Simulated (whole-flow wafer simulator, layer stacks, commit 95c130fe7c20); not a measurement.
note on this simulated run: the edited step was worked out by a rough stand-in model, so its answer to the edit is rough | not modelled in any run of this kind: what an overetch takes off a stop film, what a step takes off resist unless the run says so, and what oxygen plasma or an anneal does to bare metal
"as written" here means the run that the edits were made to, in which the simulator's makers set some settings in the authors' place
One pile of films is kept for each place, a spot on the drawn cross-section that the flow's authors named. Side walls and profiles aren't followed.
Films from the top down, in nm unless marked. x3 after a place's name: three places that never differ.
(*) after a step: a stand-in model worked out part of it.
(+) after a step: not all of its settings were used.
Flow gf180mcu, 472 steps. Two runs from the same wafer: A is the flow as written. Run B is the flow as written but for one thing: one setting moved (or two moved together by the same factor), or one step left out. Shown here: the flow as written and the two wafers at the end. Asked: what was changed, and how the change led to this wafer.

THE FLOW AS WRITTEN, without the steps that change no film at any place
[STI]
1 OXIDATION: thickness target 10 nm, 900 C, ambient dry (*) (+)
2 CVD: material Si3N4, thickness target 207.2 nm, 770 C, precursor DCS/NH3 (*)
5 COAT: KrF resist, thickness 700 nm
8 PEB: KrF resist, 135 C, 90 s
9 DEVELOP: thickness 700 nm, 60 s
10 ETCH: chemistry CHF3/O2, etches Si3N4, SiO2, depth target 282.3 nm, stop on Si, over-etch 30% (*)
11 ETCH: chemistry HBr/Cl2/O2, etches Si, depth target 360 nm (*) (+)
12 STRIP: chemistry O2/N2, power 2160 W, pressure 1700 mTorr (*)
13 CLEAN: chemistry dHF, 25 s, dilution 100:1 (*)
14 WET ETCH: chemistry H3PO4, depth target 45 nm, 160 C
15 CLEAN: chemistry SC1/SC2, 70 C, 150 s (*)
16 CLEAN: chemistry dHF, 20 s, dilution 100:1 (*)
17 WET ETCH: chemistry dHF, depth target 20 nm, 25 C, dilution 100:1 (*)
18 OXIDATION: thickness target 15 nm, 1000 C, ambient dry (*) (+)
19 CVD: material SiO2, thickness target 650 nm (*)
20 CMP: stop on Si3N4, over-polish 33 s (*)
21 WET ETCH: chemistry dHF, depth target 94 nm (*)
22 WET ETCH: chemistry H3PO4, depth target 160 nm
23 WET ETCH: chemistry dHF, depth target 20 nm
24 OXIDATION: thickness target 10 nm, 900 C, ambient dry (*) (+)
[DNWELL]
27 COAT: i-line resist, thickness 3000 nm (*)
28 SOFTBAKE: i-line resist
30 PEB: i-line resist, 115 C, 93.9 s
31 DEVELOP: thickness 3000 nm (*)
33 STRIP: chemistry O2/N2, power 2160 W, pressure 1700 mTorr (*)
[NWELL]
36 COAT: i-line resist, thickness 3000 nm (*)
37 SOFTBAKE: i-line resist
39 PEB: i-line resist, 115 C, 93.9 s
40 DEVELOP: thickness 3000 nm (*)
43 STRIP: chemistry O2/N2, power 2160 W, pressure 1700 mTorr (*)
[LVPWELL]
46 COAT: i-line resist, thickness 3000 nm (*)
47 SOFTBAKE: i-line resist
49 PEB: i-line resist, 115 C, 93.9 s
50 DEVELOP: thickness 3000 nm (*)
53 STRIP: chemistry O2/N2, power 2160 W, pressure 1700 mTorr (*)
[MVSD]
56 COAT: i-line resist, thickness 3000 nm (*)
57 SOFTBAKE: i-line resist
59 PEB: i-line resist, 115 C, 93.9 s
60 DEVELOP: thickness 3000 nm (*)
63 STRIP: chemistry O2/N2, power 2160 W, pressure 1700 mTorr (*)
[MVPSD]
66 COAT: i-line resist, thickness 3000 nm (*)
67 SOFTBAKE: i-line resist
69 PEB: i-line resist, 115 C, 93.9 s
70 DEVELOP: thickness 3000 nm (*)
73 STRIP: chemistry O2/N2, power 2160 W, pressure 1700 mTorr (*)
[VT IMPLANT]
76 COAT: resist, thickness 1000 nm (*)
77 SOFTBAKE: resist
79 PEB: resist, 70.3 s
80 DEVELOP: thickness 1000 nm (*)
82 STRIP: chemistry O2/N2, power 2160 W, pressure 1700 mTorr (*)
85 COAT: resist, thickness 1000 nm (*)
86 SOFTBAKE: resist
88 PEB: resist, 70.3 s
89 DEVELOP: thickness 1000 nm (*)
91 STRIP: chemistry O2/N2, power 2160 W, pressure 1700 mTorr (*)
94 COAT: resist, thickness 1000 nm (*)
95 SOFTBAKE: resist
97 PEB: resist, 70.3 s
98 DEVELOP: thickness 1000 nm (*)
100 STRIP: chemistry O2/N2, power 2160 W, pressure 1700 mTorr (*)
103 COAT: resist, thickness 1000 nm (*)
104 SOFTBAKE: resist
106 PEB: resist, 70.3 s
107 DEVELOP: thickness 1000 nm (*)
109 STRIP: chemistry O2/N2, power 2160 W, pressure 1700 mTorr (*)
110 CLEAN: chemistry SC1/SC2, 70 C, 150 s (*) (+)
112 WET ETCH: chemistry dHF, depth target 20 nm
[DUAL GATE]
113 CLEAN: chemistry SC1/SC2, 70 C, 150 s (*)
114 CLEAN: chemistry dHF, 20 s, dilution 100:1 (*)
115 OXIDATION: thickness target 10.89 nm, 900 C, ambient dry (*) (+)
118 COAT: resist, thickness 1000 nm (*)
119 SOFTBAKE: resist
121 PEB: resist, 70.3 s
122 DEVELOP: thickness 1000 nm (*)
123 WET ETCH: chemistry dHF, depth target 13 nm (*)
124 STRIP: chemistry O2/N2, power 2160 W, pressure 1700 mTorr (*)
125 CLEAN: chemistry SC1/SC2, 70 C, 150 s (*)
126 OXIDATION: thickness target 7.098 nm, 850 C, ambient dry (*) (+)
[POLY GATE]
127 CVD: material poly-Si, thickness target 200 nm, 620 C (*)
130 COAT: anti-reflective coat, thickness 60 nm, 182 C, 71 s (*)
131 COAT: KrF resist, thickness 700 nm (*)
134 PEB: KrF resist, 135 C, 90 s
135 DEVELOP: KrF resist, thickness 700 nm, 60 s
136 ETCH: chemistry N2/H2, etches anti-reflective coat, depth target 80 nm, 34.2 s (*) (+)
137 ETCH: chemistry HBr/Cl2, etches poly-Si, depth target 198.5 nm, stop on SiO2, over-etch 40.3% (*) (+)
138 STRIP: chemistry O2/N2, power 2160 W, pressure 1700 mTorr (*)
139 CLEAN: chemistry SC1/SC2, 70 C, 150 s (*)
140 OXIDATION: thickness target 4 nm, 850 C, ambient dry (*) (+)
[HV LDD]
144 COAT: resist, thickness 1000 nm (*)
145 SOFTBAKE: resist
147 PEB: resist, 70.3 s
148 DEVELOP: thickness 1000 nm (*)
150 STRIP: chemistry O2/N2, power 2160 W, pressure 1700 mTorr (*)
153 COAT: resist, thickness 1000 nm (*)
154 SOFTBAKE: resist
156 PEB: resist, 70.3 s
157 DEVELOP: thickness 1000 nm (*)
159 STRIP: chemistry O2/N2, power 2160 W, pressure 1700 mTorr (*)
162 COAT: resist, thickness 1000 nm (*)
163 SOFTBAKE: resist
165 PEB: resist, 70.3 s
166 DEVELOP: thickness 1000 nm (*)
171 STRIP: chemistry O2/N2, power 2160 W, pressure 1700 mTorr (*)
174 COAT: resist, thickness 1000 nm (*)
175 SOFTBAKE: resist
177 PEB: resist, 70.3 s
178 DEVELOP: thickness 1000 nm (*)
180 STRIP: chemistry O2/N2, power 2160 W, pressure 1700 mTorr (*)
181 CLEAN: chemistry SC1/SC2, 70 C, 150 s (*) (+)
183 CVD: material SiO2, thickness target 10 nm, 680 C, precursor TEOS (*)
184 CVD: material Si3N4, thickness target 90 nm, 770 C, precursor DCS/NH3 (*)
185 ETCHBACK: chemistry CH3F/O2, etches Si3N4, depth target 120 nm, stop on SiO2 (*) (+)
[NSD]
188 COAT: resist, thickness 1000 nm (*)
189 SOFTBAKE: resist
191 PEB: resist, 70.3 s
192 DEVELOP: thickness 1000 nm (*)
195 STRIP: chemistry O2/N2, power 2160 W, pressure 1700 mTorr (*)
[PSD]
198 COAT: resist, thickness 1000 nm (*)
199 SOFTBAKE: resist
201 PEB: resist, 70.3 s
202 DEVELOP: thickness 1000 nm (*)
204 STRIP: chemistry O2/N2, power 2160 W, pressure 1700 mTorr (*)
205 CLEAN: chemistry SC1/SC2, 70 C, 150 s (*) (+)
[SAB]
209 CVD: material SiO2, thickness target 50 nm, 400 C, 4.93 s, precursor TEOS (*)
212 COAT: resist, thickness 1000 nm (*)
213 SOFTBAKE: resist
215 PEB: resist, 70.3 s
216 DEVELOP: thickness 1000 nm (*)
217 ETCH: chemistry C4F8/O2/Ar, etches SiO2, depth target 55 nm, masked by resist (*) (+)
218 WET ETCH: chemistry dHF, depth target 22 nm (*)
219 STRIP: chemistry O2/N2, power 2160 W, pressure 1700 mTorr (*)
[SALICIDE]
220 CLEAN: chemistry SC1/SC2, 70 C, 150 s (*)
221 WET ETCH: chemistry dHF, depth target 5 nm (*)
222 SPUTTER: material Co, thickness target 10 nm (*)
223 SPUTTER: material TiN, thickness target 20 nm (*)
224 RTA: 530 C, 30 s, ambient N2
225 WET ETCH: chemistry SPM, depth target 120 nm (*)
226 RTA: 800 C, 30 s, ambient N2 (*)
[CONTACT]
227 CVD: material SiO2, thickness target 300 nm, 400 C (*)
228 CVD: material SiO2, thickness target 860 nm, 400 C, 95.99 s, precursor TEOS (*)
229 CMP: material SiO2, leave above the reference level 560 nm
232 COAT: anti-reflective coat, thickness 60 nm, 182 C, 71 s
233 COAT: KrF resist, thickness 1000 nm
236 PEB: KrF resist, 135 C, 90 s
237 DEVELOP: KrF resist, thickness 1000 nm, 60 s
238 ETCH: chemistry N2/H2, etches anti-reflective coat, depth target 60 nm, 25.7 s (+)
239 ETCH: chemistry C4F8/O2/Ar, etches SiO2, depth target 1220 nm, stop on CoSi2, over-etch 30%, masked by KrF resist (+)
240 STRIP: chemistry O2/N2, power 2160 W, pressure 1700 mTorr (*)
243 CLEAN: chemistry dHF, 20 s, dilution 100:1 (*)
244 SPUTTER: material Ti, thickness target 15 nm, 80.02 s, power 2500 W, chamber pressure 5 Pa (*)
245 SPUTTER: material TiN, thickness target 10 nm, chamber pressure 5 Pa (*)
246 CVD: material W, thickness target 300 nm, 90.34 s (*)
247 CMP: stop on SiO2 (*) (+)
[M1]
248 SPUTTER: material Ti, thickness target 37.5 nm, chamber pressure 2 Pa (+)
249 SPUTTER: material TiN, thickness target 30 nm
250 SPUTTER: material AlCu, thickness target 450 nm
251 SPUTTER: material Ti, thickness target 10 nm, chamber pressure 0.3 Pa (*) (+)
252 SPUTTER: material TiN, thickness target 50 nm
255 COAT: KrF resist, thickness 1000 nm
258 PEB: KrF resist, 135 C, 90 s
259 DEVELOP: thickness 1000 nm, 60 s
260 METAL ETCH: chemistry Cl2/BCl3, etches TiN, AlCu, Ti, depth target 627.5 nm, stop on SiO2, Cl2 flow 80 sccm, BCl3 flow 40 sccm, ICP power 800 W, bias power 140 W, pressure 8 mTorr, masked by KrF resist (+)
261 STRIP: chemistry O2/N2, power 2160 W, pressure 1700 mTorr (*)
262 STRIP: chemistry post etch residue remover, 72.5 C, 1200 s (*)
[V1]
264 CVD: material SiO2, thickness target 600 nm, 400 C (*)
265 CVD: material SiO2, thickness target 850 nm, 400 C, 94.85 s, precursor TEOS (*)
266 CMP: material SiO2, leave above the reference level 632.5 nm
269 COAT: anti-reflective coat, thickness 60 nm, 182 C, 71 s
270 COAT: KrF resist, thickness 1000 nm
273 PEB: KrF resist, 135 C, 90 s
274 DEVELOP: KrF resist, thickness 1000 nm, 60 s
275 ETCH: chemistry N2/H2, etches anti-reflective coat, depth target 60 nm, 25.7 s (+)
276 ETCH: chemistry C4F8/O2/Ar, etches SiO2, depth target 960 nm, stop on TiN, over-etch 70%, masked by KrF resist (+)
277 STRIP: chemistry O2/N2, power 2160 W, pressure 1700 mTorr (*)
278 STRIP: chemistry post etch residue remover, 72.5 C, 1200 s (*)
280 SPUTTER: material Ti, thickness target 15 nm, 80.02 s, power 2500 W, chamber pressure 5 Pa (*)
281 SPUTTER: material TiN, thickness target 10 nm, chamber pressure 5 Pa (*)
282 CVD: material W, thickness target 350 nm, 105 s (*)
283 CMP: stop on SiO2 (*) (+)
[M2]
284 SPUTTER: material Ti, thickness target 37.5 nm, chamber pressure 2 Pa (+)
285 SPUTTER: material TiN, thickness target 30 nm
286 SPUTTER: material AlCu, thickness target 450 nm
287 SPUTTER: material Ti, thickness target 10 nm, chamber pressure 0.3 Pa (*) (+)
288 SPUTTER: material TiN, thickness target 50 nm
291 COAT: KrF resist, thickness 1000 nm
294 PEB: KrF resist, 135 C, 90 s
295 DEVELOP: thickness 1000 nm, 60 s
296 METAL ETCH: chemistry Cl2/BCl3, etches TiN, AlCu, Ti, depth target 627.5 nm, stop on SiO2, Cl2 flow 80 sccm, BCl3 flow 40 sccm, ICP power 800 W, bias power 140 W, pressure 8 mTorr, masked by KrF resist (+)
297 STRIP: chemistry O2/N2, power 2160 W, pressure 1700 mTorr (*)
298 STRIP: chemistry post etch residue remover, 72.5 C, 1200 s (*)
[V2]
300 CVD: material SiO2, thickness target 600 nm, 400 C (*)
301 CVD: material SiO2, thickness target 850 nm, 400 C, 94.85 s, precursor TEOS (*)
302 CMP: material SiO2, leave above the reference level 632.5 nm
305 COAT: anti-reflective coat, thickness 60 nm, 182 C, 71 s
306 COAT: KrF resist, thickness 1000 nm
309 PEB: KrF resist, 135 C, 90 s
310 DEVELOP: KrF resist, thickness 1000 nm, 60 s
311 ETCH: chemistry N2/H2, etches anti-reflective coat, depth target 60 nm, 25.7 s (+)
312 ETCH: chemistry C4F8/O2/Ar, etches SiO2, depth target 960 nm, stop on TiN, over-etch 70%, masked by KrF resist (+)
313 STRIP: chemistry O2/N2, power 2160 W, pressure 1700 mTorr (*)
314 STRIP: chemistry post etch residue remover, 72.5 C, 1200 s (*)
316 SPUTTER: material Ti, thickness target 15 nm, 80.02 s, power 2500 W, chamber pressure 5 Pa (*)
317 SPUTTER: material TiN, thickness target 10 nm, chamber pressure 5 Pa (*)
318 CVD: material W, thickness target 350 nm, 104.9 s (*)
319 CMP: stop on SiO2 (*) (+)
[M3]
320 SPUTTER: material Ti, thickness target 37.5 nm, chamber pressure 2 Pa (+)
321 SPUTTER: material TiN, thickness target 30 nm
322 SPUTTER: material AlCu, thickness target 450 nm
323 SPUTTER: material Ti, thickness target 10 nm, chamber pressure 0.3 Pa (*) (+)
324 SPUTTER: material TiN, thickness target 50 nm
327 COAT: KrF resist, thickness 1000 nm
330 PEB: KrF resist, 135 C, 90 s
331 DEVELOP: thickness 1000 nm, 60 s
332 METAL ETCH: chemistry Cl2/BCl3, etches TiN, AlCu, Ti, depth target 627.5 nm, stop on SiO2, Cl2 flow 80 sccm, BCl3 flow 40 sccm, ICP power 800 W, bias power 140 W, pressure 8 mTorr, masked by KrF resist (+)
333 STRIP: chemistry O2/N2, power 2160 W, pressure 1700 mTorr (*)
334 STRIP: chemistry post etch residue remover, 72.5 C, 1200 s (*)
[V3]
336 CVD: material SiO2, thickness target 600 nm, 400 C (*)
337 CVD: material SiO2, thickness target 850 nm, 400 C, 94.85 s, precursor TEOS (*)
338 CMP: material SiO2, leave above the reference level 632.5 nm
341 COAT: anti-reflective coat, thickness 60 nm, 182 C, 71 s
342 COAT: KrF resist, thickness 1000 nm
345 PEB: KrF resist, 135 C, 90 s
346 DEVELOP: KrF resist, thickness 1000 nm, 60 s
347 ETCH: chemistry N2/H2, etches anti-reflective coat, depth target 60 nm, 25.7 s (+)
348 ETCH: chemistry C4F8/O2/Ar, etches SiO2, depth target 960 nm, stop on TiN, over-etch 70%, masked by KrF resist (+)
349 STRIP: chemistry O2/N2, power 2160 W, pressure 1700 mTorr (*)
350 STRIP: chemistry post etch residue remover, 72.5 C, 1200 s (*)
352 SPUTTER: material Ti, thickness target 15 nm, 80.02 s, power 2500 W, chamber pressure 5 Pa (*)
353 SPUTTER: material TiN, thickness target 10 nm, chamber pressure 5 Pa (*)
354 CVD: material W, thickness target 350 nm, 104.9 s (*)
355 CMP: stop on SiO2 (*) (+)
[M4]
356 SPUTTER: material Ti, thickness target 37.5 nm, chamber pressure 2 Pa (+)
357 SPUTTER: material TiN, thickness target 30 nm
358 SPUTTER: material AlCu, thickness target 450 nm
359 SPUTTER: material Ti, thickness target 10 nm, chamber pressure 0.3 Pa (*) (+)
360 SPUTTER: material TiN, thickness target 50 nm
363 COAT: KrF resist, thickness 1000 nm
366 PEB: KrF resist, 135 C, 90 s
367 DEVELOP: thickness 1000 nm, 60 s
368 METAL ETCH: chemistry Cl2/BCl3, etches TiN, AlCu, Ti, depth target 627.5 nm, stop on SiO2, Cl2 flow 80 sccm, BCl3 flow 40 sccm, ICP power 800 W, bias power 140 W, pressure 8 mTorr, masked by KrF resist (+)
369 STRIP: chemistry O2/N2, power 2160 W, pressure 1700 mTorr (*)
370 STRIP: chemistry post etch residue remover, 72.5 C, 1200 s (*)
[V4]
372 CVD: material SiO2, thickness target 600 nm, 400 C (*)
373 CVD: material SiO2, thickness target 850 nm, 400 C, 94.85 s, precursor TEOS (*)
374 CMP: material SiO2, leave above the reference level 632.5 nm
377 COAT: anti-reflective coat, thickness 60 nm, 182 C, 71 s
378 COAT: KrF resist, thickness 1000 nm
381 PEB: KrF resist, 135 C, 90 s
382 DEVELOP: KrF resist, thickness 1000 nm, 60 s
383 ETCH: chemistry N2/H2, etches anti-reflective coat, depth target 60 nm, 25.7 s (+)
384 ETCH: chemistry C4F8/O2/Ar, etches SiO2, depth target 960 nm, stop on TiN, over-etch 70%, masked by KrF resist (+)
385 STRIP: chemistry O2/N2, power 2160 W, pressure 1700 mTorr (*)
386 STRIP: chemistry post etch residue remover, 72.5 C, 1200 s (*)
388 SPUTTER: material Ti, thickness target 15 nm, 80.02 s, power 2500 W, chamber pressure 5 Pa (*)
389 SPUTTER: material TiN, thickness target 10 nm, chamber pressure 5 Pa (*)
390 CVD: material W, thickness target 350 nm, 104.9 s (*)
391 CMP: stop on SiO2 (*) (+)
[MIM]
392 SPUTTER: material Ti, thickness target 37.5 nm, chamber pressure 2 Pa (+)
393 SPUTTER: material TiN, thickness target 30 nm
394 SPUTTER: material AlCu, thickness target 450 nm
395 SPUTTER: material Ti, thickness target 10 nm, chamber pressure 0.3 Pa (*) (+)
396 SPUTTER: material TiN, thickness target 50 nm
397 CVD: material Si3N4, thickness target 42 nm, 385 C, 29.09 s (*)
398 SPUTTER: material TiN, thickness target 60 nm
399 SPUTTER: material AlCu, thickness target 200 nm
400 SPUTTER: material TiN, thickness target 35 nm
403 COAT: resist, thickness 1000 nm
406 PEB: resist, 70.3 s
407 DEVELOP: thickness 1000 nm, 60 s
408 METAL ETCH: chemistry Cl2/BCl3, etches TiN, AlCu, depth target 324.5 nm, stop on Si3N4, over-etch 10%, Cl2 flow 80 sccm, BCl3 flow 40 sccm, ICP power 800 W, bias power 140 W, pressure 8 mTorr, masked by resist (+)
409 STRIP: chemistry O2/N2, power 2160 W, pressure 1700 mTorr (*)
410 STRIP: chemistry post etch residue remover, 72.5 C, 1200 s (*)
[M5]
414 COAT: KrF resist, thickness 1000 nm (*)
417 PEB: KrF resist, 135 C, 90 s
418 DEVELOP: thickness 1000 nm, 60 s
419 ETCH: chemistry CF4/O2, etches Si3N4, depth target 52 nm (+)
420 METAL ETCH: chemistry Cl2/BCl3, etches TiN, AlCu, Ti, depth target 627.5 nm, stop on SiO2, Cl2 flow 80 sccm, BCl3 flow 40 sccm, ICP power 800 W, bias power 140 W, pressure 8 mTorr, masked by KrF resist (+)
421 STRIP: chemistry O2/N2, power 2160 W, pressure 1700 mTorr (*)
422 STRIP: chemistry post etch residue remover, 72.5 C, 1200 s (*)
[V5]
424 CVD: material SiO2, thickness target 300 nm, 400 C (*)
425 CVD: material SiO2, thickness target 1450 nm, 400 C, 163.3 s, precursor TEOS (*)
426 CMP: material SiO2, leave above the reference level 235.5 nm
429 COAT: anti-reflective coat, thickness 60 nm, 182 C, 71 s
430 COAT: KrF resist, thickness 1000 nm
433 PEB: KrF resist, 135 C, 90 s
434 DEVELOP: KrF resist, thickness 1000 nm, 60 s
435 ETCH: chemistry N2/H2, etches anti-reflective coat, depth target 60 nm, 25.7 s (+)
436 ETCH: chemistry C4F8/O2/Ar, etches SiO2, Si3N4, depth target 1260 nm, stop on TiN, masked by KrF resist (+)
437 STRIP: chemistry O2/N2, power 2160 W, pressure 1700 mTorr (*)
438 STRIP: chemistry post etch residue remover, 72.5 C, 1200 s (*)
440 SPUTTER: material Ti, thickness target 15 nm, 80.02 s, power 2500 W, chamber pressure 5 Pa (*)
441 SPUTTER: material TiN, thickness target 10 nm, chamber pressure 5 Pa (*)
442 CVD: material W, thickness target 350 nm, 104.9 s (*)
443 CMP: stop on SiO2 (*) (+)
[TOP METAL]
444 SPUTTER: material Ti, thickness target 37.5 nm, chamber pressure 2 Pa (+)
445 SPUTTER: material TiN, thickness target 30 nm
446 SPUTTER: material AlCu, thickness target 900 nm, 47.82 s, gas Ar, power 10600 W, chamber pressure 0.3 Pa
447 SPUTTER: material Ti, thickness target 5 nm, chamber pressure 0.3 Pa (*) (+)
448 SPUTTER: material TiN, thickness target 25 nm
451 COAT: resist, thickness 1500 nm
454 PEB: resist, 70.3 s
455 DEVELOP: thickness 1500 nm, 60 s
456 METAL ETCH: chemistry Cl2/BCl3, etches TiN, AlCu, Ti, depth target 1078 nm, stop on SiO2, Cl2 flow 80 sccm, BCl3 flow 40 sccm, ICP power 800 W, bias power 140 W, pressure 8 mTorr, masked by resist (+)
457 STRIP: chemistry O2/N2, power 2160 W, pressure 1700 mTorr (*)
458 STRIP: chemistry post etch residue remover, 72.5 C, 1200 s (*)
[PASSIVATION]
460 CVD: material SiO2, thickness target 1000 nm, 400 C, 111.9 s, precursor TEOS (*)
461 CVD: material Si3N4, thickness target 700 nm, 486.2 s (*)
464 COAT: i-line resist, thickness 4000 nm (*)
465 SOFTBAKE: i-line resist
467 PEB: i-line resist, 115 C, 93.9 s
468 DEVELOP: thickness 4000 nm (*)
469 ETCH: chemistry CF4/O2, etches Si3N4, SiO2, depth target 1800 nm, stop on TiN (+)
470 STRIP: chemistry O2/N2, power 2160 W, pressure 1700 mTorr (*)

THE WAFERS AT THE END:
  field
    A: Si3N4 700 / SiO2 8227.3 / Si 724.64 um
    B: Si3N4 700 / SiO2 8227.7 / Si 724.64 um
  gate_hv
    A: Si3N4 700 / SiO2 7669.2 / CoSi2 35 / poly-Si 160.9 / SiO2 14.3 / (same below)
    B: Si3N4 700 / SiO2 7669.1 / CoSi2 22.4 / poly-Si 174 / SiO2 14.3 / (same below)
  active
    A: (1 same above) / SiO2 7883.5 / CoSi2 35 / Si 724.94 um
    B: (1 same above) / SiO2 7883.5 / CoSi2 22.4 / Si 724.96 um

The cause: step 222, SPUTTER: thickness target 6.4 nm was run, where the flow has thickness target 10 nm.

How the change led to this, step by step:
  222 SPUTTER: material Co, thickness target 10 nm (*)
      field, field__w7, field__w8 and 71 more: A Co +10 (new film) | B Co +6.4 (new film)
      field__w6, field_sub, field_sub__w2: A Co +9.95 (new film) | B Co +6.37 (new film)
      (and at 34 more places)
  224 RTA: 530 C, 30 s, ambient N2
      gate, gate_hv, gate_p and 22 more: A under 1 film: CoSi +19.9 (new film), Co -10 (all of it), poly-Si -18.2 | B under 1 film: CoSi +12.7 (new film), Co -6.4 (all of it), poly-Si -11.7
      active, p_well, sd_n and 11 more: A under 1 film: CoSi +19.9 (new film), Co -10 (all of it), Si -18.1 | B under 1 film: CoSi +12.7 (new film), Co -6.4 (all of it), Si -11.6
      (and at 10 more places)
  225 WET ETCH: chemistry SPM, depth target 120 nm (*)
      field, field__w7, field__w8 and 32 more: A TiN -20 (all of it), Co -10 (all of it) | B TiN -20 (all of it), Co -6.4 (all of it)
      field_sub, field_sub__w2: A TiN -19.9 (all of it), Co -9.95 (all of it) | B TiN -19.9 (all of it), Co -6.37 (all of it)
      (and at 25 more places)
  226 RTA: 800 C, 30 s, ambient N2 (*)
      gate, gate_hv, gate_p and 22 more: A CoSi2 +35 (new film), CoSi -19.9 (all of it), poly-Si -18.2 | B CoSi2 +22.4 (new film), CoSi -12.7 (all of it), poly-Si -11.7
      active, p_well, sd_n and 11 more: A CoSi2 +35 (new film), CoSi -19.9 (all of it), Si -18.1 | B CoSi2 +22.4 (new film), CoSi -12.7 (all of it), Si -11.6
      (and at 10 more places)
